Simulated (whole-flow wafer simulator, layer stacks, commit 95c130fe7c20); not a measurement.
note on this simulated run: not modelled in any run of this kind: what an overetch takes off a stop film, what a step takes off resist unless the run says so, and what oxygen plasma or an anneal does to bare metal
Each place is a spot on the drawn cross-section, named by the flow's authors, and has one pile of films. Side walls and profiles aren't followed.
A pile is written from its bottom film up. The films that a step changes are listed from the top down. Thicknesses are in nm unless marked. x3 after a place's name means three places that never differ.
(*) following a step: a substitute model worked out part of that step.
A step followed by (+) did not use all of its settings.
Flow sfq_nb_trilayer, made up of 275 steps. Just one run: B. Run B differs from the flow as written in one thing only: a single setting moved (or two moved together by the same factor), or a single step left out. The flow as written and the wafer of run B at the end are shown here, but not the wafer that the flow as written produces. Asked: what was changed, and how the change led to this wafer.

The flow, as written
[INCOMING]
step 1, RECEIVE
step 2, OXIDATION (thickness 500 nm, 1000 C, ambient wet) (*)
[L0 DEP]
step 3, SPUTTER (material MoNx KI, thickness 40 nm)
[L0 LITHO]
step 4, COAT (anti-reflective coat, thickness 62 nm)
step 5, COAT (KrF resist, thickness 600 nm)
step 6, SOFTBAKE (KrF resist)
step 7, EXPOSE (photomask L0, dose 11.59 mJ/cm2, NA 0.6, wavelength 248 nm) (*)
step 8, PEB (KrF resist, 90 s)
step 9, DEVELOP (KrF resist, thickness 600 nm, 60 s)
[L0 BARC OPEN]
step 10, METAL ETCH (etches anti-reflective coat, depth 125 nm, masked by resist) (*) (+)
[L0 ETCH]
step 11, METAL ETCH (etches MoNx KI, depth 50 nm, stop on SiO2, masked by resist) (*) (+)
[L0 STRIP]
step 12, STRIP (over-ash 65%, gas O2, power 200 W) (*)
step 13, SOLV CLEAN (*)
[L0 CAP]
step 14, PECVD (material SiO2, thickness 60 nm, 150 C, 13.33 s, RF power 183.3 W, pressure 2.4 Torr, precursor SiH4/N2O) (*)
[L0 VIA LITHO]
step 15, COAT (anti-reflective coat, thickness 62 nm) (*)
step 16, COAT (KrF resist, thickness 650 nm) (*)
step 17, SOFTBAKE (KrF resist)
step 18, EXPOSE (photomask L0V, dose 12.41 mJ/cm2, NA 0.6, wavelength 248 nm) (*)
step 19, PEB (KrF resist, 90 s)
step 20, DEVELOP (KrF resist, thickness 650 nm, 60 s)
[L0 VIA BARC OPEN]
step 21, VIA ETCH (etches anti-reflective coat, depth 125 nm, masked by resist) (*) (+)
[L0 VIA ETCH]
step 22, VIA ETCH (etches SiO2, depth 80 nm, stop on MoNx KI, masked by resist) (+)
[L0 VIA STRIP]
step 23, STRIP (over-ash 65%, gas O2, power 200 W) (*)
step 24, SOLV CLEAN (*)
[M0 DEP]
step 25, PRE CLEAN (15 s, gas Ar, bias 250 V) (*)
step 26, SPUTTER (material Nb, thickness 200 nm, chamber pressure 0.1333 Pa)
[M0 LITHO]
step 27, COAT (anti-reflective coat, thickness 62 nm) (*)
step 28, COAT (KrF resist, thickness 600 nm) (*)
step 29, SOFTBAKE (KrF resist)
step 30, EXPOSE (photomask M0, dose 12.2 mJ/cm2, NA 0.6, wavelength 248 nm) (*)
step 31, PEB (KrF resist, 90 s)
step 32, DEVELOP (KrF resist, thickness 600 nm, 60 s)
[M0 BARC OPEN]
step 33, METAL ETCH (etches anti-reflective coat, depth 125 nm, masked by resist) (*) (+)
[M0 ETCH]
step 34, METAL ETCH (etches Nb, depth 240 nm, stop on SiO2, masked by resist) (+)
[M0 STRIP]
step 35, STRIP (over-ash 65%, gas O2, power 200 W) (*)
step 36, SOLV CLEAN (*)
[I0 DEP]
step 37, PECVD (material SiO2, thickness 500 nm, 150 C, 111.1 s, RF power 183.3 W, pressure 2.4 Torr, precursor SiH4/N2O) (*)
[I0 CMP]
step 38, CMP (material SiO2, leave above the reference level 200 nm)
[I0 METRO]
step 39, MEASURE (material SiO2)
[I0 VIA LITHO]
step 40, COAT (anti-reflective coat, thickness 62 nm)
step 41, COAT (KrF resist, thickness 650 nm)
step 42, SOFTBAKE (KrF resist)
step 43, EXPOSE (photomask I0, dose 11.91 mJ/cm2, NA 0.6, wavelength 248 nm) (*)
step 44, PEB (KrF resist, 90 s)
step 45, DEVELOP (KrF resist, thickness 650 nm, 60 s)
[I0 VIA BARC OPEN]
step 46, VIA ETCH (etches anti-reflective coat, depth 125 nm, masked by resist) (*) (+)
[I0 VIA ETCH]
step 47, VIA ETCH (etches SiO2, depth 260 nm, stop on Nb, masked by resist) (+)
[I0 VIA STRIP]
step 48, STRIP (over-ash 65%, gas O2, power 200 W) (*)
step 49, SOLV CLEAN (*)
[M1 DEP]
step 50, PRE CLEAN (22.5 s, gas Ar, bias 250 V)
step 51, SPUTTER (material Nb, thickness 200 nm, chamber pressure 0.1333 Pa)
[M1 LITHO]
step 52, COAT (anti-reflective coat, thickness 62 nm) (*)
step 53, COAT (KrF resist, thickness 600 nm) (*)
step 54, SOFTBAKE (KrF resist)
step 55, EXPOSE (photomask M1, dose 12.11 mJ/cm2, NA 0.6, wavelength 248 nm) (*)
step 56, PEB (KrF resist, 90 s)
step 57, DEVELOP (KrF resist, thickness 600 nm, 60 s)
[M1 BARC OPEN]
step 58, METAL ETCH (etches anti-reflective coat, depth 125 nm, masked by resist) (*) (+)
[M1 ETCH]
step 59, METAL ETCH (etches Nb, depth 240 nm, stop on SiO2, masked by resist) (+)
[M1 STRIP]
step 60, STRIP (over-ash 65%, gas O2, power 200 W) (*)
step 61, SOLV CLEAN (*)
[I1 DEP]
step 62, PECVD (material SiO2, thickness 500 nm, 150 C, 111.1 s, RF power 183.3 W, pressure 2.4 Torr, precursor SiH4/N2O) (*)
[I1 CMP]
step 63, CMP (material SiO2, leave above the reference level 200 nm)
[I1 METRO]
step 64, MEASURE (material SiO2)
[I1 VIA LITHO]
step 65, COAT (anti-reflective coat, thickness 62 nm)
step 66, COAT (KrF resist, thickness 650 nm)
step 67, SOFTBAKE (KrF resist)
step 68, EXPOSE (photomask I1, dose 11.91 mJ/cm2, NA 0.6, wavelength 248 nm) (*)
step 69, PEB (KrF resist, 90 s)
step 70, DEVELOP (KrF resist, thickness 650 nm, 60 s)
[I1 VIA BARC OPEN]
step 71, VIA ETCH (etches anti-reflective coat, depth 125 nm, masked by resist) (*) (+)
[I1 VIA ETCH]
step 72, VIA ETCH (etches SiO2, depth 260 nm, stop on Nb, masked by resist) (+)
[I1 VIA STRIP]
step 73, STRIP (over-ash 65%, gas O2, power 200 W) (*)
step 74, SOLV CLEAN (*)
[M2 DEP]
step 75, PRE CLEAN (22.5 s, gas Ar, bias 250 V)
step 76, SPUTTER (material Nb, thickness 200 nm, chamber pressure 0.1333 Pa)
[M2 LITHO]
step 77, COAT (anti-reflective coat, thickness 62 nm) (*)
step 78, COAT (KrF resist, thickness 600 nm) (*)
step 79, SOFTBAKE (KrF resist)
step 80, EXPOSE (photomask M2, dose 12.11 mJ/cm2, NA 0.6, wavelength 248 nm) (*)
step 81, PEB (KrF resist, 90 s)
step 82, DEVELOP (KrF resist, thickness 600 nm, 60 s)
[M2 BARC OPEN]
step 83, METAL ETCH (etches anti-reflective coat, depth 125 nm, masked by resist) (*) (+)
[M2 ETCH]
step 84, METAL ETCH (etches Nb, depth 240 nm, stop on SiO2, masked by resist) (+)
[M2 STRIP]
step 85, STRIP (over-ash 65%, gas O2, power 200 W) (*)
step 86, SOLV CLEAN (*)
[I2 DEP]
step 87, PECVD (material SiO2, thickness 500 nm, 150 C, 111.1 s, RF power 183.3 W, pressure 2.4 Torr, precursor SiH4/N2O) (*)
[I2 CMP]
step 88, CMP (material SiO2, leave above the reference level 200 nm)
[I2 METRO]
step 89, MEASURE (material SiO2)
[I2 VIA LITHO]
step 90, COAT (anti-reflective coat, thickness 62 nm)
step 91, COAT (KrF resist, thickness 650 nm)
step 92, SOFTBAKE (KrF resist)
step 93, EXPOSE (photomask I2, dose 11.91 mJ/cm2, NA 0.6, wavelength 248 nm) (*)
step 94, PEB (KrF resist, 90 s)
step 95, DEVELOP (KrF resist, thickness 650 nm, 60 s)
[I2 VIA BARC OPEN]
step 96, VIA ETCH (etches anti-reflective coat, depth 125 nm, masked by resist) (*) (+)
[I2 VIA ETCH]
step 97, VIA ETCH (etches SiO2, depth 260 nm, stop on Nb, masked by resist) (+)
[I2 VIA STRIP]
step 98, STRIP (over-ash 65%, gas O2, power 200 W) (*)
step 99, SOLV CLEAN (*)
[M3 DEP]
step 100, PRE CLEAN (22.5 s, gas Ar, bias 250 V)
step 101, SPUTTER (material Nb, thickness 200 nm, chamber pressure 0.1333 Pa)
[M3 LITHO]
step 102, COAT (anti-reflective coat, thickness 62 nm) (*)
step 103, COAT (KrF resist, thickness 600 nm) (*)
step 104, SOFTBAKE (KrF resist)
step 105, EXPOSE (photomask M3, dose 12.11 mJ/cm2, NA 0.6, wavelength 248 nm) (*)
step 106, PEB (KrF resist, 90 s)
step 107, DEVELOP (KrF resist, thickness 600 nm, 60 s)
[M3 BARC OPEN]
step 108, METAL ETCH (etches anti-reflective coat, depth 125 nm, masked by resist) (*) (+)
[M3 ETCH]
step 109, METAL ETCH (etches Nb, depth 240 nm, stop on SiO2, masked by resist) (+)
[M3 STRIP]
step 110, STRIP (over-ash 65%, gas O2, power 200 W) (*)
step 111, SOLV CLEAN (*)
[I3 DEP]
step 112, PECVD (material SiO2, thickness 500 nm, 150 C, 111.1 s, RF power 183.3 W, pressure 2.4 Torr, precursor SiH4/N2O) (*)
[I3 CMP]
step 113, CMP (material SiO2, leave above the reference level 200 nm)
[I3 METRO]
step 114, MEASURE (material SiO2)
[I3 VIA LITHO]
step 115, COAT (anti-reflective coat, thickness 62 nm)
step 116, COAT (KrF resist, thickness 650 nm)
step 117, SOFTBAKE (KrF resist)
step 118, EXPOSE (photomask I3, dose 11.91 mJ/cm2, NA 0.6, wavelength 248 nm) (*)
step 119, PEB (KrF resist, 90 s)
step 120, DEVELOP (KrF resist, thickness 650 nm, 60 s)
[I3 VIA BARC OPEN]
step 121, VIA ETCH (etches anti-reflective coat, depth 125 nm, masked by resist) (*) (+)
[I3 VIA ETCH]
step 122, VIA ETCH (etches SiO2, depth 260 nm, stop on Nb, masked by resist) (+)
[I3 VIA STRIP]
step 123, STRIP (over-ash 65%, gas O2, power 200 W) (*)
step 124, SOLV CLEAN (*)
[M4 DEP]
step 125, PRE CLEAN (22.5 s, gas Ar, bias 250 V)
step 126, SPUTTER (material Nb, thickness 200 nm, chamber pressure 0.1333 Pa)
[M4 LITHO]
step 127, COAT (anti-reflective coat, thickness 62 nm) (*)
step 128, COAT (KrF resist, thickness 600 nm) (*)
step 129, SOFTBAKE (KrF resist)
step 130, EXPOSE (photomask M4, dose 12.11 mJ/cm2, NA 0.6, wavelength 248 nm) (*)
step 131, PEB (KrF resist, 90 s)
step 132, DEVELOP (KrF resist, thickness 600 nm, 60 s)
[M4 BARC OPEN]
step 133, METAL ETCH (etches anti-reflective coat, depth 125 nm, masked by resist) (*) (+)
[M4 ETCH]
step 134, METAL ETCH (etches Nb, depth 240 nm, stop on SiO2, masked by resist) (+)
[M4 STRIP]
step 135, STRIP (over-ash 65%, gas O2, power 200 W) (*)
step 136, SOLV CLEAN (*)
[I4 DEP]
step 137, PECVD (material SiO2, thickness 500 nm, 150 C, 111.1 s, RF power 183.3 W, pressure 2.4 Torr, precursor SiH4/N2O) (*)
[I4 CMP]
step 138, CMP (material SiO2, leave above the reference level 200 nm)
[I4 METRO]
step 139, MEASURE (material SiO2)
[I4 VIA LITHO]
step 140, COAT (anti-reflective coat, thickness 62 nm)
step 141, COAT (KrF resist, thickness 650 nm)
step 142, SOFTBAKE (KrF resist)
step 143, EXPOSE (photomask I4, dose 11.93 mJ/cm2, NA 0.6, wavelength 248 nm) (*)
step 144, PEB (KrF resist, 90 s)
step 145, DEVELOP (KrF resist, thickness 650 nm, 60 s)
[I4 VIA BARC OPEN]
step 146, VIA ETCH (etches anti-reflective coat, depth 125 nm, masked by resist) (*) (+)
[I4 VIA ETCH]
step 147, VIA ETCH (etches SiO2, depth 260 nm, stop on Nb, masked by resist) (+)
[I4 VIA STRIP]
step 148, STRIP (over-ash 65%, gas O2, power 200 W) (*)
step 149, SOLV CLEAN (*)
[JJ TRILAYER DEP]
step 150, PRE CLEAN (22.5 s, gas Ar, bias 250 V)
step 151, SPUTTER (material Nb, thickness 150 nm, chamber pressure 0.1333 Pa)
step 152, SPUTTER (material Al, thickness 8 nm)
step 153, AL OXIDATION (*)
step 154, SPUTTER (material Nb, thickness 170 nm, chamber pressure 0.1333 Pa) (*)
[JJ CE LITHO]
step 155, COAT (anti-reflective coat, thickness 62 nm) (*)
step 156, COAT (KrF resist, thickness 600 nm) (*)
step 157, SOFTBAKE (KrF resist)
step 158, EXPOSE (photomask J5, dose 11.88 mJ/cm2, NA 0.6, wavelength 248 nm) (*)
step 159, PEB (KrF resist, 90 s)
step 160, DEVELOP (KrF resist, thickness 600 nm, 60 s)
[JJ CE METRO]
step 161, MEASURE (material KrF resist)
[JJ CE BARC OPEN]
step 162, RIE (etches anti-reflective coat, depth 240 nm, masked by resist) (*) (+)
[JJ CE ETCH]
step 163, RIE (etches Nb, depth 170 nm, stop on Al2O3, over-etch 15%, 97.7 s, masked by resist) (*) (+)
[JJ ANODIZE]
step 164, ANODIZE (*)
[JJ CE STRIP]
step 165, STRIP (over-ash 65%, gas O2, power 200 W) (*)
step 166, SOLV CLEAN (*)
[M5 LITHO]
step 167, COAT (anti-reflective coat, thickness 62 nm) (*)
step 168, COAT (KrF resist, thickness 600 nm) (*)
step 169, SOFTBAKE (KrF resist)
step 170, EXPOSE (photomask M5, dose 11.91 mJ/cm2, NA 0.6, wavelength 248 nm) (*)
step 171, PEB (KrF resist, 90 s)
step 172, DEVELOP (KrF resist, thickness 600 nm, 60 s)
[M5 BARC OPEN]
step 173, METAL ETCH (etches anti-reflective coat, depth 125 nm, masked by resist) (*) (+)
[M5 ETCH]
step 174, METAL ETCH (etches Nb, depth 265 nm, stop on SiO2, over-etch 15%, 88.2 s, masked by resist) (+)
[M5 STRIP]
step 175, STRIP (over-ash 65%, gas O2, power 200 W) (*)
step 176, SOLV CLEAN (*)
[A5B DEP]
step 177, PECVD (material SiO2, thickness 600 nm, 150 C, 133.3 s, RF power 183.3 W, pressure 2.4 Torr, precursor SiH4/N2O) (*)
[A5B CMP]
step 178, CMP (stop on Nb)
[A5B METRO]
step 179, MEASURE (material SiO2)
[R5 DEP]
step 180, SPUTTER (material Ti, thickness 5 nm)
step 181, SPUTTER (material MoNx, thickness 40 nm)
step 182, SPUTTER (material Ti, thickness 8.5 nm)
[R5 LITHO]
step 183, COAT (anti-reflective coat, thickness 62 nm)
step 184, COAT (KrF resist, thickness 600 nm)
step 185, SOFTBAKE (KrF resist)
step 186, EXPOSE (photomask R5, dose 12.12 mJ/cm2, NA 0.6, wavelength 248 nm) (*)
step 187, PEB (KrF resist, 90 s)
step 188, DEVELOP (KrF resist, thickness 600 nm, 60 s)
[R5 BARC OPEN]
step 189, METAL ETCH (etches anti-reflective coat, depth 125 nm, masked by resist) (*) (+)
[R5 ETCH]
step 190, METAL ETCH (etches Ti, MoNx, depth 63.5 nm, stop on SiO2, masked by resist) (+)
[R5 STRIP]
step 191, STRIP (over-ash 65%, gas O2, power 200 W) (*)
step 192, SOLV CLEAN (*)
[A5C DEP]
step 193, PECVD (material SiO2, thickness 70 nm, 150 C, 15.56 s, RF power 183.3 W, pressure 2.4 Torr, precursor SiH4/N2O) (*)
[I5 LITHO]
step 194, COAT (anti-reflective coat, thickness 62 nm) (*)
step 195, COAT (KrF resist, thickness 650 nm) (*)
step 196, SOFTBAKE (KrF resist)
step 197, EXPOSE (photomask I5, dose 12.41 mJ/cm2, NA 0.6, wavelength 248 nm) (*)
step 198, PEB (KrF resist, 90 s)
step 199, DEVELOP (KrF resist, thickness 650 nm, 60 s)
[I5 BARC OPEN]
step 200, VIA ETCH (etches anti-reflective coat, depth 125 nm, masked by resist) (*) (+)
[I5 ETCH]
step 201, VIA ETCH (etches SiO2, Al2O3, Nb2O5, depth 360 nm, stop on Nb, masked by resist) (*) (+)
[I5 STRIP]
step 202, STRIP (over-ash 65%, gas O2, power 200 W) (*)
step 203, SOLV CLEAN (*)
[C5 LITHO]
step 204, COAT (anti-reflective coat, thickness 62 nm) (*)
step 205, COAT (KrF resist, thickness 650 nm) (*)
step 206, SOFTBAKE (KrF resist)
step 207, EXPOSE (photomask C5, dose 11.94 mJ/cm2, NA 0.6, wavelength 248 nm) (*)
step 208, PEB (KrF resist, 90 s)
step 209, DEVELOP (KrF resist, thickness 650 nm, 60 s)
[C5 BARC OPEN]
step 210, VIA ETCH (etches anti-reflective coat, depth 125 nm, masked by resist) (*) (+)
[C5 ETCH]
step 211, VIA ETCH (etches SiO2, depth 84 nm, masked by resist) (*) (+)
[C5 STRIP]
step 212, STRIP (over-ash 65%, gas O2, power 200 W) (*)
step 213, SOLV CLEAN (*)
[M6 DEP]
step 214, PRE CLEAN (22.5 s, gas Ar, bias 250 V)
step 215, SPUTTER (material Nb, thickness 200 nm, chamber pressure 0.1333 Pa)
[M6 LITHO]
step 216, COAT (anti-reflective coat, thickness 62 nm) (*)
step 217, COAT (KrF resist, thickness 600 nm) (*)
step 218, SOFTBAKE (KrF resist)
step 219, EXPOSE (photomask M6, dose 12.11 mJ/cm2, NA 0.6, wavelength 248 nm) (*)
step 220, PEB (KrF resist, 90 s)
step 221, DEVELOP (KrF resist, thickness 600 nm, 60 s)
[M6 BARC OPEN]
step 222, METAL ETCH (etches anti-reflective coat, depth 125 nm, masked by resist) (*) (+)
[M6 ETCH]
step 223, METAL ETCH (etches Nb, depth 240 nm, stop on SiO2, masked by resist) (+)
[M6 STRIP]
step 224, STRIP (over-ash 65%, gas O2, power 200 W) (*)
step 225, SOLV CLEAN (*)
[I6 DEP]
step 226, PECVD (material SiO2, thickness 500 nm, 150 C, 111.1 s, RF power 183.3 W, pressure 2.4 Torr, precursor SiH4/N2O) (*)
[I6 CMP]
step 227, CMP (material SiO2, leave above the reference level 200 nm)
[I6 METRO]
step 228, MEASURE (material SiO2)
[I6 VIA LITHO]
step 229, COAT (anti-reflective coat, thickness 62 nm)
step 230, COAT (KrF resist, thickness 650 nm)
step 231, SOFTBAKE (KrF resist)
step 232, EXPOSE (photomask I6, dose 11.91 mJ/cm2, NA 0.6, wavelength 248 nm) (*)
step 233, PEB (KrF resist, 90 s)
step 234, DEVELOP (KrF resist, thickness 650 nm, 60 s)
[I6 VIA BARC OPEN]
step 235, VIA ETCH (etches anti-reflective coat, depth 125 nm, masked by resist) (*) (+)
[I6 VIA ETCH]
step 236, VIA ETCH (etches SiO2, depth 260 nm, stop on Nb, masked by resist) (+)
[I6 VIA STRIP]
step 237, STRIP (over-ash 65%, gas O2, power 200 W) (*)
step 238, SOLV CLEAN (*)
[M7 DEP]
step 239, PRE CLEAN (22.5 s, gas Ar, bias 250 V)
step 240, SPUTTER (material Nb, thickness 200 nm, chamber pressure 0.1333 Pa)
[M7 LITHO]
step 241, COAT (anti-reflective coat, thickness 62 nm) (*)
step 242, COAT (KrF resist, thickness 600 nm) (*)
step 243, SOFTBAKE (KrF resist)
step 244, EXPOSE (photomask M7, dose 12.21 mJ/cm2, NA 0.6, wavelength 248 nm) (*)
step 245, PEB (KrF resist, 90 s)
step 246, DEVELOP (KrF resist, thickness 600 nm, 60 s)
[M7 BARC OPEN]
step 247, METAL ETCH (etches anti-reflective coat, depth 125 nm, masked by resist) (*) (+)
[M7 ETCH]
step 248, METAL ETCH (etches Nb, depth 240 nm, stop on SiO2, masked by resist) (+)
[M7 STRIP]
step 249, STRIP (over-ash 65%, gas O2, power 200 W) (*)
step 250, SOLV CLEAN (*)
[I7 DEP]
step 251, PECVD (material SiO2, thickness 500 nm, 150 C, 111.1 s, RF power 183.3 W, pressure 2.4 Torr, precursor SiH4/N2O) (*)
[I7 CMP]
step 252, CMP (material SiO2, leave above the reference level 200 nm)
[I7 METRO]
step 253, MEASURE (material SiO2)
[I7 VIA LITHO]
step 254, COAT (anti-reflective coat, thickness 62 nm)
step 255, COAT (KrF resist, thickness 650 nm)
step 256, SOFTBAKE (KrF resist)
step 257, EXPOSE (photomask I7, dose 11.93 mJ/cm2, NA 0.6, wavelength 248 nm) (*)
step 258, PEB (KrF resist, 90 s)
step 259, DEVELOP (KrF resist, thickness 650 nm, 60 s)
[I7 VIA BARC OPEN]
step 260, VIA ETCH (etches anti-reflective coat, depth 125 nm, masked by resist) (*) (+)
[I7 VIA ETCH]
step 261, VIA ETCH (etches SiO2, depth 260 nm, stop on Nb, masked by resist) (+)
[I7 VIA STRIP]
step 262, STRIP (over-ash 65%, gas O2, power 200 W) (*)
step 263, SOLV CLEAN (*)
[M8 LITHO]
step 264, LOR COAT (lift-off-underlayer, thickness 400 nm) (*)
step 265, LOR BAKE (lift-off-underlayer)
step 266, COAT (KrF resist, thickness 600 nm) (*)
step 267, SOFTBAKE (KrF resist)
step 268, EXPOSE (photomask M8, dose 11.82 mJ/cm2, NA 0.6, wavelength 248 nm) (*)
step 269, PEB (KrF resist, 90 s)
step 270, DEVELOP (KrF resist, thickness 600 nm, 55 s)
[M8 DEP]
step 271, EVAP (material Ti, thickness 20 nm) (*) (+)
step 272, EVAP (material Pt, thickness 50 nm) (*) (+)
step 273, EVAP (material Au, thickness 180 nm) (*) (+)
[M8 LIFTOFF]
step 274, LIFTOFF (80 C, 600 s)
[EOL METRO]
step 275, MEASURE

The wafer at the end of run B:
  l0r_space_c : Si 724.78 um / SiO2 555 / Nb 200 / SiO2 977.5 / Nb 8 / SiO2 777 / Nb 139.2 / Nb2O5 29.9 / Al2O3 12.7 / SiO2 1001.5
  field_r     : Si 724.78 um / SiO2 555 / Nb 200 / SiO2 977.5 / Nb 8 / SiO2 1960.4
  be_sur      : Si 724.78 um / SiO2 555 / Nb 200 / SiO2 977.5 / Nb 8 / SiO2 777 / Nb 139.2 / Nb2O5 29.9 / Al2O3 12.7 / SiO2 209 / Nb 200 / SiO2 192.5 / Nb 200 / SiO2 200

Cause: step 109, METAL ETCH: depth 192 nm was run, while the flow as written has depth 240 nm.

How this came from the change, step by step:
  step 109, METAL ETCH (etches Nb, depth 240 nm, stop on SiO2, masked by resist) (+)
      field_l, be, be_sur and 72 more: -192 Nb (in the flow as written it would be: -200 Nb (all of it))
      v_sur, via_wl, via_w and 28 more: -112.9 KrF resist (in the flow as written it would be: -141.2 KrF resist)
  step 110, STRIP (over-ash 65%, gas O2, power 200 W) (*)
      p4_w1 x9, wl_j_sl, wl_jj and 13 more: -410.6 KrF resist (all of it), -62 anti-reflective coat (all of it) (in the flow as written it would be: -382.4 KrF resist (all of it), -62 anti-reflective coat (all of it))
      v_sur: -393.6 KrF resist (all of it), -61.1 anti-reflective coat (all of it) (in the flow as written it would be: -365.3 KrF resist (all of it), -61.1 anti-reflective coat (all of it))
      (as well as at 6 more places)
  step 112, PECVD (material SiO2, thickness 500 nm, 150 C, 111.1 s, RF power 183.3 W, pressure 2.4 Torr, precursor SiH4/N2O) (*)
      field_l, be, be_sur and 64 more: +500 SiO2 (new film) (in the flow as written it would be: +500 SiO2)
      p4_g1 x2, p3_s0 x6: +549.1 SiO2 (new film) (in the flow as written it would be: +557.1 SiO2)
  step 113, CMP (material SiO2, leave above the reference level 200 nm)
      field_l, be, be_sur and 64 more: -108 SiO2 (in the flow as written it would be: -100 SiO2)
With metal films that touch counted as one body, l0r_space_c has 3 bodies (between them, from the top down: SiO2 777; SiO2 977.5); the flow as written gives 2 bodies (between them, from the top down: SiO2 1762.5).
With metal films that touch counted as one body, field_r has 2 bodies (between them, from the top down: SiO2 977.5); the flow as written gives 1 body.
With metal films that touch counted as one body, be_sur has 5 bodies (between them, from the top down: SiO2 192.5; SiO2 209 / Al2O3 12.7 / Nb2O5 29.9; SiO2 777; SiO2 977.5); the flow as written gives 4 bodies (between them, from the top down: SiO2 192.5; SiO2 209 / Al2O3 12.7 / Nb2O5 29.9; SiO2 1762.5).
